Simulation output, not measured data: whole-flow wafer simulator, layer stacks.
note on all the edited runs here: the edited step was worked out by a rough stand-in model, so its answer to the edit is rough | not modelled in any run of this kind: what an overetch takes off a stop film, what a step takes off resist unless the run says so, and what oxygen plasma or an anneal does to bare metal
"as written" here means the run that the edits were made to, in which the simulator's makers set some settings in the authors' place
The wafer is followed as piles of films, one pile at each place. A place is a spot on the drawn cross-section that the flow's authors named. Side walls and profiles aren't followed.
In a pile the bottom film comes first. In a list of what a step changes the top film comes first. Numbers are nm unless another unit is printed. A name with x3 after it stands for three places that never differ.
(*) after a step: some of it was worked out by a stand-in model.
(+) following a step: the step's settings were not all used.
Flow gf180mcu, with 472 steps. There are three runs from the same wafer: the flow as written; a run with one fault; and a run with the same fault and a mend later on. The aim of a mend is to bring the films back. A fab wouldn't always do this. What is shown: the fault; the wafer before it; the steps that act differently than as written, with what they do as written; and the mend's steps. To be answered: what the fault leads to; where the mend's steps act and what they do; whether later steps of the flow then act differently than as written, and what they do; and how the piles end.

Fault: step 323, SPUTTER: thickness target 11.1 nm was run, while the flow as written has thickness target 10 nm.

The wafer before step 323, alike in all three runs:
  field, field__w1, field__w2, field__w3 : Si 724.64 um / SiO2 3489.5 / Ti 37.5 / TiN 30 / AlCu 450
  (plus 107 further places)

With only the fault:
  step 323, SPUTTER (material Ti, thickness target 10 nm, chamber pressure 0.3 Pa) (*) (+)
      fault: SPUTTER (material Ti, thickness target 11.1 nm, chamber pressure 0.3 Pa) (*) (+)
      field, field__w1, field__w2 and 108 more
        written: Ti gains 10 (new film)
        fault: Ti gains 11.1 (new film)
  Later steps of the flow acting differently than as written (not shown: 5 more steps that differ only slightly, by at most 2% or 0.5 nm, whichever is larger):
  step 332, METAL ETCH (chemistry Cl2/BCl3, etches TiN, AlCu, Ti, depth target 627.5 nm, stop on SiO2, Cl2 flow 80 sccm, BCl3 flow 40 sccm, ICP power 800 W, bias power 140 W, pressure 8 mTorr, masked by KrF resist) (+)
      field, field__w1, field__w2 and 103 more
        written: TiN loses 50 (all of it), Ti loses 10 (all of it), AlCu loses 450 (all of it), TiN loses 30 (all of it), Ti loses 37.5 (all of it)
        fault: TiN loses 50 (all of it), Ti loses 11.1 (all of it), AlCu loses 450 (all of it), TiN loses 30 (all of it), Ti loses 37.5 (all of it)
  At field__w8, contact, m1, m1__w1, m1_nw, the piles at the end differ from the flow's by more than 2% or 0.5 nm, whichever is larger.
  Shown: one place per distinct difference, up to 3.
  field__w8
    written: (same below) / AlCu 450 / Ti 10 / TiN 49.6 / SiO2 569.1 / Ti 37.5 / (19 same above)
    fault: (same below) / AlCu 450 / Ti 11.1 / TiN 49.6 / SiO2 568 / Ti 37.5 / (19 same above)
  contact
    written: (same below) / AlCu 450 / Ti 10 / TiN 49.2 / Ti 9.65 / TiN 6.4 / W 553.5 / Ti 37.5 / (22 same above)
    fault: (same below) / AlCu 450 / Ti 11.1 / TiN 49.2 / Ti 9.66 / TiN 6.41 / W 552.4 / Ti 37.5 / (22 same above)

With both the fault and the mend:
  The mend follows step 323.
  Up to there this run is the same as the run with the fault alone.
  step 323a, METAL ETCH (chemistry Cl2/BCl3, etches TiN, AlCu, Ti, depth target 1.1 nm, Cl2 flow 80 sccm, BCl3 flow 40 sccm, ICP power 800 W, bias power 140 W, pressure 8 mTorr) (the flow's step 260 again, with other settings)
      field, field__w1, field__w2 and 108 more
        Ti loses 1.1
  Later steps of the flow that are run all act as written at every place that is followed.
  By the end, the piles equal the flow's at every place that both follow.
